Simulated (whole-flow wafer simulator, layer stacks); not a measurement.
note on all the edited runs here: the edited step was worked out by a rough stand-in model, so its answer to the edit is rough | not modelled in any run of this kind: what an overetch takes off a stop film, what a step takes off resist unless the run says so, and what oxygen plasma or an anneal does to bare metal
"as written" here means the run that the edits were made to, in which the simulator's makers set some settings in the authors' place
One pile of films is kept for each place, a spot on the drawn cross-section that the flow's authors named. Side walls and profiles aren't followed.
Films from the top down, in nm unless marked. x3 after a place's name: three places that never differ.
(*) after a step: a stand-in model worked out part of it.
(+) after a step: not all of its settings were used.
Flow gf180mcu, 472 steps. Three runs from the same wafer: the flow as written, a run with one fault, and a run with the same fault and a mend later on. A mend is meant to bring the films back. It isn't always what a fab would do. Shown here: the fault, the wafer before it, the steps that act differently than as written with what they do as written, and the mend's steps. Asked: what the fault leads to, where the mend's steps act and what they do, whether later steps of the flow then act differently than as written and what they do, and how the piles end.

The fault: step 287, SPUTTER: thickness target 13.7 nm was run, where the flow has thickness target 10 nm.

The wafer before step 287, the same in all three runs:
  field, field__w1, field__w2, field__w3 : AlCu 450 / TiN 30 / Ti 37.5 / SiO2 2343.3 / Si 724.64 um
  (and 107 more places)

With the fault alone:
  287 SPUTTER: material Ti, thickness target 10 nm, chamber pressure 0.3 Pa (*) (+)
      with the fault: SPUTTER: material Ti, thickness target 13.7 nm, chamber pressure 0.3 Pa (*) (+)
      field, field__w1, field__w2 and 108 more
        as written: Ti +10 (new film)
        with the fault: Ti +13.7 (new film)
  Later steps of the flow that act differently than as written (5 more steps differ only slightly, by at most 2% or 0.5 nm, whichever is larger, and aren't shown):
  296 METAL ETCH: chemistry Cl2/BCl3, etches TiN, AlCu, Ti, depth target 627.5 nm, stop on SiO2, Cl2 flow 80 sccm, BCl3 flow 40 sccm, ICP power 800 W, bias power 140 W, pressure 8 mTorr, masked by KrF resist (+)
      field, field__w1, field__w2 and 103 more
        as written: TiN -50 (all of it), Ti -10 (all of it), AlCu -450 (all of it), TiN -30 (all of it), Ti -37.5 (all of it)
        with the fault: TiN -50 (all of it), Ti -13.7 (all of it), AlCu -450 (all of it), TiN -30 (all of it), Ti -37.5 (all of it)
  At the end the piles differ from the flow's by more than 2% or 0.5 nm, whichever is larger, at field__w8, contact, m1, m1__w1, m1_nw.
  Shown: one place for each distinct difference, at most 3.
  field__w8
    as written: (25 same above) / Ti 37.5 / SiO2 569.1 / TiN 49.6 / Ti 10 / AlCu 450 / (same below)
    with the fault: (25 same above) / Ti 37.5 / SiO2 565.4 / TiN 49.6 / Ti 13.7 / AlCu 450 / (same below)
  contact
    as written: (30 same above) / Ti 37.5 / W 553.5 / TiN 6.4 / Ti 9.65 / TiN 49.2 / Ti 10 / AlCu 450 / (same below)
    with the fault: (30 same above) / Ti 37.5 / W 549.8 / TiN 6.42 / Ti 9.67 / TiN 49.2 / Ti 13.7 / AlCu 450 / (same below)

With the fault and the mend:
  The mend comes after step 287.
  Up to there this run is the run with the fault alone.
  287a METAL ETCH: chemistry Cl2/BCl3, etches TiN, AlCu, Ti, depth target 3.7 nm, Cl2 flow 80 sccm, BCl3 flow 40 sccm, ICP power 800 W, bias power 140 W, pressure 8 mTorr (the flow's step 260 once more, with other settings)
      field, field__w1, field__w2 and 108 more
        Ti -3.7
  No later step of the flow acts differently than as written at any place that is followed.
  At the end the piles are the same as the flow's at every place that both follow.
